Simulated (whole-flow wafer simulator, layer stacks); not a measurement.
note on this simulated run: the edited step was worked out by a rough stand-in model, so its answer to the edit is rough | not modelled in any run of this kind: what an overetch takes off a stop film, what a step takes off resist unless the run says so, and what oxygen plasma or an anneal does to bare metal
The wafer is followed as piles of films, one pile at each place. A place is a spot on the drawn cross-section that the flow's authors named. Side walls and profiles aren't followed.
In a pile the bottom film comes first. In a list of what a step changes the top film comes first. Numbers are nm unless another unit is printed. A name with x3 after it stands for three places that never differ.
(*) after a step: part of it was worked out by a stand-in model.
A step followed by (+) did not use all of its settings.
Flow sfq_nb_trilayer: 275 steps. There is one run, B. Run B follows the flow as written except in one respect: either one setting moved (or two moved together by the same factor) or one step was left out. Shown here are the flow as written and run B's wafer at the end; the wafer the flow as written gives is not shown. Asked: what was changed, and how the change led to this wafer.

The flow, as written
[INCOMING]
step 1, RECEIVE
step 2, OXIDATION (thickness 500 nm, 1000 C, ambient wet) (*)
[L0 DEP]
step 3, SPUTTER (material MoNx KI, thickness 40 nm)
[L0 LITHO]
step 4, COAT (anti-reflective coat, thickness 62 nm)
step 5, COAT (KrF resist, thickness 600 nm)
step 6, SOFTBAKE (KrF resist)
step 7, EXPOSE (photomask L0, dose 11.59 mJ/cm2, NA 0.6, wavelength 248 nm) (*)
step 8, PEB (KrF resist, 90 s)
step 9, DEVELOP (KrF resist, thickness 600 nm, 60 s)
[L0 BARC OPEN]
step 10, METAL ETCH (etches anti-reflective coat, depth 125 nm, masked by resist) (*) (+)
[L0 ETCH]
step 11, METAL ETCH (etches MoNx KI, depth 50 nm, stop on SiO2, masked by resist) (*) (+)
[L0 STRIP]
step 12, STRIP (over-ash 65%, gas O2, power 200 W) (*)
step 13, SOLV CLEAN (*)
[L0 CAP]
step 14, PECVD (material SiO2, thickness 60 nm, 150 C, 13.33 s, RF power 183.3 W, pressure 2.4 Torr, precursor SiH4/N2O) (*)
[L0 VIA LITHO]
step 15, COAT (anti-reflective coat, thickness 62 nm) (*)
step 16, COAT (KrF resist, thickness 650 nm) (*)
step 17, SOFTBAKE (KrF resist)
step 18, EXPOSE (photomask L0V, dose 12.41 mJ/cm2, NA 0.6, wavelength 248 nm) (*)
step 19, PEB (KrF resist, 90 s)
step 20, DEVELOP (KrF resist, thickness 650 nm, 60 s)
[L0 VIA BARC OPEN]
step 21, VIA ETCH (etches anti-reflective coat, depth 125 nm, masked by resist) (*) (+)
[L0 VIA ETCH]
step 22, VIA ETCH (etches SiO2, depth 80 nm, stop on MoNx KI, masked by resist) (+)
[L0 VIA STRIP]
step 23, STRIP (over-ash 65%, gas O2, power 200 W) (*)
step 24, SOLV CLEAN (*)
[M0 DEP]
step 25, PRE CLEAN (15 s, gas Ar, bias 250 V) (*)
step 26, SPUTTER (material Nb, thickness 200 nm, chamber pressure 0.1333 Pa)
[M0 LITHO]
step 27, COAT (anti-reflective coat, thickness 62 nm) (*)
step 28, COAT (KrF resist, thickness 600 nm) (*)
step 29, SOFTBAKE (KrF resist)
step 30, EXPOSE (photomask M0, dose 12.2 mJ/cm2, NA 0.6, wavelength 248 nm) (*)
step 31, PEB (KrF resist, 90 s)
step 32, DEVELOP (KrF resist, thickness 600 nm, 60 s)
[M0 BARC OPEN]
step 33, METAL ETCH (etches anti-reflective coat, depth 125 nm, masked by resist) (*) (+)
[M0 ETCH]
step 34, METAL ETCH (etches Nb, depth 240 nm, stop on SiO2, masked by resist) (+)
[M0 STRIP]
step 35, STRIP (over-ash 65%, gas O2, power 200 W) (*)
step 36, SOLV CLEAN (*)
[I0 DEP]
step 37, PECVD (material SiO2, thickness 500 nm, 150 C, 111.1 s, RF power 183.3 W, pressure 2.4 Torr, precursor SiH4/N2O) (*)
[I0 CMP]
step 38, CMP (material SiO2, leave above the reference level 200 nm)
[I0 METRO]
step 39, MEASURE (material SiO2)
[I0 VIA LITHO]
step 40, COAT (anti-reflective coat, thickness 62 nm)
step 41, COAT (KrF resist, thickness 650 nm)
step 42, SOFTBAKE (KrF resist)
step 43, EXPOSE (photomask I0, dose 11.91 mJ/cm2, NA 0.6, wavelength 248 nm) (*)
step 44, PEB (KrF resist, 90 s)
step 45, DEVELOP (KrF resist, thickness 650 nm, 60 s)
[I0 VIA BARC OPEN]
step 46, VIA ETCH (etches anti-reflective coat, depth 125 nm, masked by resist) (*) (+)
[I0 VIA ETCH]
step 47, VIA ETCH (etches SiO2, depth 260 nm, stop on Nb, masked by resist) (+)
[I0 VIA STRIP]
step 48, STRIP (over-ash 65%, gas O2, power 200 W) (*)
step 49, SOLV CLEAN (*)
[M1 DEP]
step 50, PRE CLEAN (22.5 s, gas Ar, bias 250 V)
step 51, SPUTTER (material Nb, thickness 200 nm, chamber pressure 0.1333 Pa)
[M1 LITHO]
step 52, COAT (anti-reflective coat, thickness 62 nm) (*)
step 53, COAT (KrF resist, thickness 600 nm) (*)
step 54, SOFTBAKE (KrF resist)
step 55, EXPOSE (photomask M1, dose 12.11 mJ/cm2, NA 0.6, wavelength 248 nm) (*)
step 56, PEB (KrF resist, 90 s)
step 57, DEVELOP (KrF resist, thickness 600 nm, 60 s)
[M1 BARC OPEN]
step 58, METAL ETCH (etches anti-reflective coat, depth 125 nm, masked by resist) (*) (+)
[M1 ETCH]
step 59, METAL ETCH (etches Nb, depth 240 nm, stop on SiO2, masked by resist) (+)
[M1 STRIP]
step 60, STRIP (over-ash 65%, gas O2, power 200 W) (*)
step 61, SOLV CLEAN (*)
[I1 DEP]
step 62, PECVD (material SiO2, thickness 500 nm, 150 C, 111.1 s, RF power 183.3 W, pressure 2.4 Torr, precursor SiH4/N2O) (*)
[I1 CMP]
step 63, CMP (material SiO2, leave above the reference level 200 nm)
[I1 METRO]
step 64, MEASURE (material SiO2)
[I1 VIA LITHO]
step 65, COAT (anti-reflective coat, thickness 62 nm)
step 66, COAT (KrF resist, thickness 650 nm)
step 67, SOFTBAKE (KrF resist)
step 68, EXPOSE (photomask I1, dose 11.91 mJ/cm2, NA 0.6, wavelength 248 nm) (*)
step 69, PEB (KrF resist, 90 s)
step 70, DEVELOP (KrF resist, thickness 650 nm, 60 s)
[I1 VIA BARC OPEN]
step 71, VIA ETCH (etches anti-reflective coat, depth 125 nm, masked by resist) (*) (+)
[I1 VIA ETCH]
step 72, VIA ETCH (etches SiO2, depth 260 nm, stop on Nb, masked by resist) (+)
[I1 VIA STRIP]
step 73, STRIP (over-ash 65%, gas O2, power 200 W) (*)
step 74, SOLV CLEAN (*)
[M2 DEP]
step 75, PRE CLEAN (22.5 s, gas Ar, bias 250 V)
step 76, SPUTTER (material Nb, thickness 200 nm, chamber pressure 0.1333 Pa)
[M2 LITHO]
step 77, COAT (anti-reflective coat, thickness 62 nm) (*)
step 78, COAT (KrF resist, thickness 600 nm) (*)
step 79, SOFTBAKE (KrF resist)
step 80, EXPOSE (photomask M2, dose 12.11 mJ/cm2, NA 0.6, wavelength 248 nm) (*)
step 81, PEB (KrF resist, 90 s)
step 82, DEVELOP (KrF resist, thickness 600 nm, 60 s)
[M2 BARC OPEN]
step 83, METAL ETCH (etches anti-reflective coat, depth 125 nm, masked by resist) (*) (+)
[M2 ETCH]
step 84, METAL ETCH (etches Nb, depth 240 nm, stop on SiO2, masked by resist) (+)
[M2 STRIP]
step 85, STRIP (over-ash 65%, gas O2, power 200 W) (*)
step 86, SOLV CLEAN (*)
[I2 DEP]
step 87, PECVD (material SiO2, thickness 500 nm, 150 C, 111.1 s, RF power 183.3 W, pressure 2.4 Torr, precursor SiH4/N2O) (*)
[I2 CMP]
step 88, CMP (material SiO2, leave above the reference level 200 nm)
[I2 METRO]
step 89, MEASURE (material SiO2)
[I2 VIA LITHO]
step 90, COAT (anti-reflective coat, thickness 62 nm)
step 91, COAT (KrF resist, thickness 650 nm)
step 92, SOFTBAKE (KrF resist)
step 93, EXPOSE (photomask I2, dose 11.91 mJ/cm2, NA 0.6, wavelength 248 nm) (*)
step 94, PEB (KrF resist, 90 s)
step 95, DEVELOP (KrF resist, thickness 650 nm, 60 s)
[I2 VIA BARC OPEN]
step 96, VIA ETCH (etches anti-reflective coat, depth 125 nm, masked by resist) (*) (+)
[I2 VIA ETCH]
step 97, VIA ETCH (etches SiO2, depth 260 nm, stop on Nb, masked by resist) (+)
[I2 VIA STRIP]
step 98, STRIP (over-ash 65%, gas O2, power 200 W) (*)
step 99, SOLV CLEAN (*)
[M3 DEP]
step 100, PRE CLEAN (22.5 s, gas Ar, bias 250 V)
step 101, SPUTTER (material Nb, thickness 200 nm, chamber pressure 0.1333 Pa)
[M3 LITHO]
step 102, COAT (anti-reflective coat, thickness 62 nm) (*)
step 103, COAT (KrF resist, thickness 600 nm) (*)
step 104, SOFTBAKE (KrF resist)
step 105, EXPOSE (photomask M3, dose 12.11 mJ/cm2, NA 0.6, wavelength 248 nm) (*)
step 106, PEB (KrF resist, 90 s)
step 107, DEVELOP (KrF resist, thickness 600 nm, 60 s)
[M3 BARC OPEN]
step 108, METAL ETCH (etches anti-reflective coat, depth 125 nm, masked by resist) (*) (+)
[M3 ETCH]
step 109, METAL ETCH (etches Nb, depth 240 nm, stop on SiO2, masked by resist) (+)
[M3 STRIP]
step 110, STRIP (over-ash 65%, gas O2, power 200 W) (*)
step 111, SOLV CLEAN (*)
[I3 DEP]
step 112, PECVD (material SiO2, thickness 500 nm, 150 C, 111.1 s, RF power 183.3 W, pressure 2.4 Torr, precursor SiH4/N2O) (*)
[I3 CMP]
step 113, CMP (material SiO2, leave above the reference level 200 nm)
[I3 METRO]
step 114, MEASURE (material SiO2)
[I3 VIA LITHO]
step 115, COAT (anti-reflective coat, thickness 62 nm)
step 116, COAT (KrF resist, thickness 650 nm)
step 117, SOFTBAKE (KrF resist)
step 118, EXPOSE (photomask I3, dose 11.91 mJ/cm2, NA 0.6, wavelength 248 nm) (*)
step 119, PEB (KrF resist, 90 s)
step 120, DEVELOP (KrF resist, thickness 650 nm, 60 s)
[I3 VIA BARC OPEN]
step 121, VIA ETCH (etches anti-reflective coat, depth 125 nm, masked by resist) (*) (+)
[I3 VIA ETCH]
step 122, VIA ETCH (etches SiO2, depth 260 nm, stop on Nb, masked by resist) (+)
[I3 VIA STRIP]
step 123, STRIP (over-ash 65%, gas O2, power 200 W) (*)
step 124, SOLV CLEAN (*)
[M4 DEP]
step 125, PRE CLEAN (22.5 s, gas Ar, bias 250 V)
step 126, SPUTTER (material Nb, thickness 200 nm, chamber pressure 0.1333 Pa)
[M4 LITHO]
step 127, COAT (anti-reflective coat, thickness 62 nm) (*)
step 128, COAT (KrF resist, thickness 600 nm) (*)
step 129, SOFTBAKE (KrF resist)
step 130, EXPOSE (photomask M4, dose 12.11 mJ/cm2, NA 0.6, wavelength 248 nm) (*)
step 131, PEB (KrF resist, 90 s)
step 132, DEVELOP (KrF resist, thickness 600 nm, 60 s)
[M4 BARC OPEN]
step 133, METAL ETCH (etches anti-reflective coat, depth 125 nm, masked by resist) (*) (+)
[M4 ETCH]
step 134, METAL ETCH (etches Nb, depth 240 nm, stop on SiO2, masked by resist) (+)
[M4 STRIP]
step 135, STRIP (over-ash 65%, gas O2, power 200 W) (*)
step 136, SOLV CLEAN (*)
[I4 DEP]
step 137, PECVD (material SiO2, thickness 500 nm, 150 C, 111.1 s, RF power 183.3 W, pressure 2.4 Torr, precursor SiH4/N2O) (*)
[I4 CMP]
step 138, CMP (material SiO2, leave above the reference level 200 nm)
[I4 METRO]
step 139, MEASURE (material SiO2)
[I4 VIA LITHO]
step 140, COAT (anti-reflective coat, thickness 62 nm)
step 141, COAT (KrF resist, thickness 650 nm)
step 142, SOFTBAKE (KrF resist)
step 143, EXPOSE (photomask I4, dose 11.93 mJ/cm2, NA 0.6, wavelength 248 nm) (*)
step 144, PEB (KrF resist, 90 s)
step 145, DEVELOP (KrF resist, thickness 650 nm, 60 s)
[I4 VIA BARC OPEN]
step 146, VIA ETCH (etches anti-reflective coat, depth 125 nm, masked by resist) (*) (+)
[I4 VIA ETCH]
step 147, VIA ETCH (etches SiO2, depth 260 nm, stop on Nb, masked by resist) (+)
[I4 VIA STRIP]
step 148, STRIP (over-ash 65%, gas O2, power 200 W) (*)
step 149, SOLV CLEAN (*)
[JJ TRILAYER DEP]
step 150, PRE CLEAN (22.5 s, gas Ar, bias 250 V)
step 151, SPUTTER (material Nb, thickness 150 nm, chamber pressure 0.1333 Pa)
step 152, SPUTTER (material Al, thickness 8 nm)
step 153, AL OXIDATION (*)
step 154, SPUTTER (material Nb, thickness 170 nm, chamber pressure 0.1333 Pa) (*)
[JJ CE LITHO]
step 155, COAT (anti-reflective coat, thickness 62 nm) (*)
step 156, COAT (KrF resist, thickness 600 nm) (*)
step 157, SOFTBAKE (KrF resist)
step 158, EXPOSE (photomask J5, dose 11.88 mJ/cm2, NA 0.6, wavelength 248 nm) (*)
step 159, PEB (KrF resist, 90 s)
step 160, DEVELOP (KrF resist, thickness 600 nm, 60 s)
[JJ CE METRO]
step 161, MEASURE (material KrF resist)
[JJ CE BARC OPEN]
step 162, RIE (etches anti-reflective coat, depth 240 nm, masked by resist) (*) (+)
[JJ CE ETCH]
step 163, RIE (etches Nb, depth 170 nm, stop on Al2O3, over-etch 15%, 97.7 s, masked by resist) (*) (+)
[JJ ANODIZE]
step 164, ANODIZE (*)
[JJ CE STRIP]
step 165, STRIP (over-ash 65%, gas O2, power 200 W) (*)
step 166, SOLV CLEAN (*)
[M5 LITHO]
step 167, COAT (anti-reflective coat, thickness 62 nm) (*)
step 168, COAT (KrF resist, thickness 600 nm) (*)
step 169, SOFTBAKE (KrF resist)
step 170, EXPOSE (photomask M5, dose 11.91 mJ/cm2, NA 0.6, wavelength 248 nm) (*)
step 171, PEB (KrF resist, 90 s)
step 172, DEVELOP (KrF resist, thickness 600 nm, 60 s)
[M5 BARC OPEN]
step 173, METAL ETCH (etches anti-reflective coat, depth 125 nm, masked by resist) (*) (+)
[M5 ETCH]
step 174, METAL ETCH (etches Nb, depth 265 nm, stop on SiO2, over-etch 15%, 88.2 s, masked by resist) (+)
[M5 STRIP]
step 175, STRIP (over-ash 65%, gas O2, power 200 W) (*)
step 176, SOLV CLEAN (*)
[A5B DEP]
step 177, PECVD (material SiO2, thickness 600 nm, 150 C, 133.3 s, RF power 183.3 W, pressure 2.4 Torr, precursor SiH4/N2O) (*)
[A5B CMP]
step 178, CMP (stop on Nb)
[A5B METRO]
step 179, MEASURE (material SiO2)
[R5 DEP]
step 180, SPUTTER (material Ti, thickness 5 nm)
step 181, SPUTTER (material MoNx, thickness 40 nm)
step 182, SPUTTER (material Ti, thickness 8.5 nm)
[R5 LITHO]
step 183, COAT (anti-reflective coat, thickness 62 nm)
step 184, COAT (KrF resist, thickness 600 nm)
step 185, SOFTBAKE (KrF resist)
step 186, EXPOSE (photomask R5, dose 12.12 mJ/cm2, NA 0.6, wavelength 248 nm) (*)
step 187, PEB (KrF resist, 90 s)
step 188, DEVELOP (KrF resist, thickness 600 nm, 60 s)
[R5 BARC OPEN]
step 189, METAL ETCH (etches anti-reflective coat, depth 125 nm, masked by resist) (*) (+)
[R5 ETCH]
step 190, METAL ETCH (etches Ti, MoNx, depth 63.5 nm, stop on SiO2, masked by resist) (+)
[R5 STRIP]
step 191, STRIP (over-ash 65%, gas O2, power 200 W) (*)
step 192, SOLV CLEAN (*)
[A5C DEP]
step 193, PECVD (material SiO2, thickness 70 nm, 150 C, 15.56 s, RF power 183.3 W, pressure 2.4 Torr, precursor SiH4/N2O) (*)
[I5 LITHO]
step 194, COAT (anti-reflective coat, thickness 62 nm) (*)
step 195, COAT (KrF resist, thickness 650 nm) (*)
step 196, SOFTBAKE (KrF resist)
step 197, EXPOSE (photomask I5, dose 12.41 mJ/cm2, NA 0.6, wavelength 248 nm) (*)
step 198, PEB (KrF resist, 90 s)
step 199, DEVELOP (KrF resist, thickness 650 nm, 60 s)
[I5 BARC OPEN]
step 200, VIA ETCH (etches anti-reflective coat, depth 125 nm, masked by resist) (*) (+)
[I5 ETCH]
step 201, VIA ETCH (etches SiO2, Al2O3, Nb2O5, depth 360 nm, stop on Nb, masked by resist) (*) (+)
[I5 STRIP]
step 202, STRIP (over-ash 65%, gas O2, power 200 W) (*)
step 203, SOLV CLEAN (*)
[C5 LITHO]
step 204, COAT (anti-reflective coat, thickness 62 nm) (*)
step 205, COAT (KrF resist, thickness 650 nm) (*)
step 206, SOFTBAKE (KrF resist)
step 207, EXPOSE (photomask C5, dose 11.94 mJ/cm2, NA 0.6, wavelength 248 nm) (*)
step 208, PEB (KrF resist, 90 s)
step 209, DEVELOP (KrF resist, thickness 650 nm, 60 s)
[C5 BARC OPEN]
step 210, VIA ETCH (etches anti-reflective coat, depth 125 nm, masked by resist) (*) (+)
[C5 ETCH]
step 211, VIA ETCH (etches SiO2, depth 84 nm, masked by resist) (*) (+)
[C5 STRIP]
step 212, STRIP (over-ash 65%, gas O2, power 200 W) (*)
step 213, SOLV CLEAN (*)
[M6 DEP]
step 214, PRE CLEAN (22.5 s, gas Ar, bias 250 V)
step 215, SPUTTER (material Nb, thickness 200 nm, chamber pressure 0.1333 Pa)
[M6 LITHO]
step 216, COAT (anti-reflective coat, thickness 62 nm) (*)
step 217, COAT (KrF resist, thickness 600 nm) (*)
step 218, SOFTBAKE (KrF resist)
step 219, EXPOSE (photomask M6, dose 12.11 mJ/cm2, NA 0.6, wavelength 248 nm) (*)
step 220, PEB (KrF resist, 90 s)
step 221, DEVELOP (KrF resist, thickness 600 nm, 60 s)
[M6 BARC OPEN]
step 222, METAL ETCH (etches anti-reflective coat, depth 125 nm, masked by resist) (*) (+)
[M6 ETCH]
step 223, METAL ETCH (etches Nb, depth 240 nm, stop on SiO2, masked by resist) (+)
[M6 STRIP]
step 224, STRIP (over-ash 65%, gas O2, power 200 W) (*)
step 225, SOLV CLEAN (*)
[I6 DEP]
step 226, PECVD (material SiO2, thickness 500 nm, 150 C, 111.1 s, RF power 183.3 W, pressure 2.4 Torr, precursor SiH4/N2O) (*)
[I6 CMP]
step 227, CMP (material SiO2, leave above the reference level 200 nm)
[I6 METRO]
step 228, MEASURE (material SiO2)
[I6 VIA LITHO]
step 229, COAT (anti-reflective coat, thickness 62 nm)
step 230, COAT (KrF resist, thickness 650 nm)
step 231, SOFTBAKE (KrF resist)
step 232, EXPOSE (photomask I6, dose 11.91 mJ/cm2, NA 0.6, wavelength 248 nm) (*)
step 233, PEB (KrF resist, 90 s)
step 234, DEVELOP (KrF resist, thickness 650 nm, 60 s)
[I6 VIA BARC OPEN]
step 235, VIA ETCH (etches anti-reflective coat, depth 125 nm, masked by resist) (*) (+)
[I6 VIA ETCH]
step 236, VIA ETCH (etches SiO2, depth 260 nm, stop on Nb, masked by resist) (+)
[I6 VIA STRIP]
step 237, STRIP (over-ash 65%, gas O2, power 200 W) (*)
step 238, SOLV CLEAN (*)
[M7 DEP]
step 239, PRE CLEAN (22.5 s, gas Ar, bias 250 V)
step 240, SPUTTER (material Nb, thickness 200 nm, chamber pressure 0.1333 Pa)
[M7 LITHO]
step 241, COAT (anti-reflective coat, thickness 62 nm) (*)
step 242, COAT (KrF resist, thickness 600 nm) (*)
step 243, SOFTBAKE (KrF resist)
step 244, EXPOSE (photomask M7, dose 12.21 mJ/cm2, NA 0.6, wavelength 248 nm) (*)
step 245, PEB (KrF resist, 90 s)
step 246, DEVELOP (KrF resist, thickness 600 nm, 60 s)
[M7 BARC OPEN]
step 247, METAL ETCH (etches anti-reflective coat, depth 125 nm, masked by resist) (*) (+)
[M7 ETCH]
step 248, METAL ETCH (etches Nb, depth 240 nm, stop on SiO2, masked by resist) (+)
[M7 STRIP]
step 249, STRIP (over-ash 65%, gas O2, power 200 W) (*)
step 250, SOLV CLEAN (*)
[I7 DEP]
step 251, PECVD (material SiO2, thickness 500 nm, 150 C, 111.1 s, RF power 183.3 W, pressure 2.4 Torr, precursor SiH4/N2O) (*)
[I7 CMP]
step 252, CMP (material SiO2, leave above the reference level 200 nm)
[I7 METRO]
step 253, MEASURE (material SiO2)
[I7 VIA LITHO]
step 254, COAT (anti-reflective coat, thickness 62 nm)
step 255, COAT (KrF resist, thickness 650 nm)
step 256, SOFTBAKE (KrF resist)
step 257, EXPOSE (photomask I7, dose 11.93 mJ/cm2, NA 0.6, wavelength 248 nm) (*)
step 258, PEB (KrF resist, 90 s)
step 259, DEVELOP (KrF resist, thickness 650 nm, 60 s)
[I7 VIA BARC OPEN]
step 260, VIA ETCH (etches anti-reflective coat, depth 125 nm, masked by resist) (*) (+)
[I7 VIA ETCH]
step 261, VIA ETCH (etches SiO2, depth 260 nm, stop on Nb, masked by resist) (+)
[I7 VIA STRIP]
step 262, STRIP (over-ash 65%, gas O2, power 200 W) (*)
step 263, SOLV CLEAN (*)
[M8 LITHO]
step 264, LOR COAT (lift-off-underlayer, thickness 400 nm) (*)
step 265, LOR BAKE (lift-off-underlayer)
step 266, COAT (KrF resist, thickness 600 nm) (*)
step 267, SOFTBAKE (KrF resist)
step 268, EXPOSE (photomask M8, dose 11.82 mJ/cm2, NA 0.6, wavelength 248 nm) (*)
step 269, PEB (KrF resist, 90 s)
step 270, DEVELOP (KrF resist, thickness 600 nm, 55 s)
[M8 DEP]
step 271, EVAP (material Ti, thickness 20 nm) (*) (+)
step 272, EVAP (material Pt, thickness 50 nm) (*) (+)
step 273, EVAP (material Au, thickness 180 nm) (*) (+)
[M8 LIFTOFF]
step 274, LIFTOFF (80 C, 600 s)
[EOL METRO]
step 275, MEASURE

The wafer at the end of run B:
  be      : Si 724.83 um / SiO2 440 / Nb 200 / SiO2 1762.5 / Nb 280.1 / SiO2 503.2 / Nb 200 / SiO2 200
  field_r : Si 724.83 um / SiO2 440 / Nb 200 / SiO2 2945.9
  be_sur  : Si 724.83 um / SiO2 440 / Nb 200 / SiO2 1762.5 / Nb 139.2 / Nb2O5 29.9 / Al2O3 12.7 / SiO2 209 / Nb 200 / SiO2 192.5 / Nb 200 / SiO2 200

What caused this: step 2, OXIDATION: thickness 385 nm was run, while the flow as written has thickness 500 nm.

The path from the change to this, step by step:
  step 2, OXIDATION (thickness 500 nm, 1000 C, ambient wet) (*)
      field_l, v_sur, via_wl and 103 more: +385 SiO2 (new film), -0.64 chemical SiO2 (all of it), -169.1 Si (it would be, as written: +500 SiO2 (new film), -0.64 chemical SiO2 (all of it), -219.7 Si)
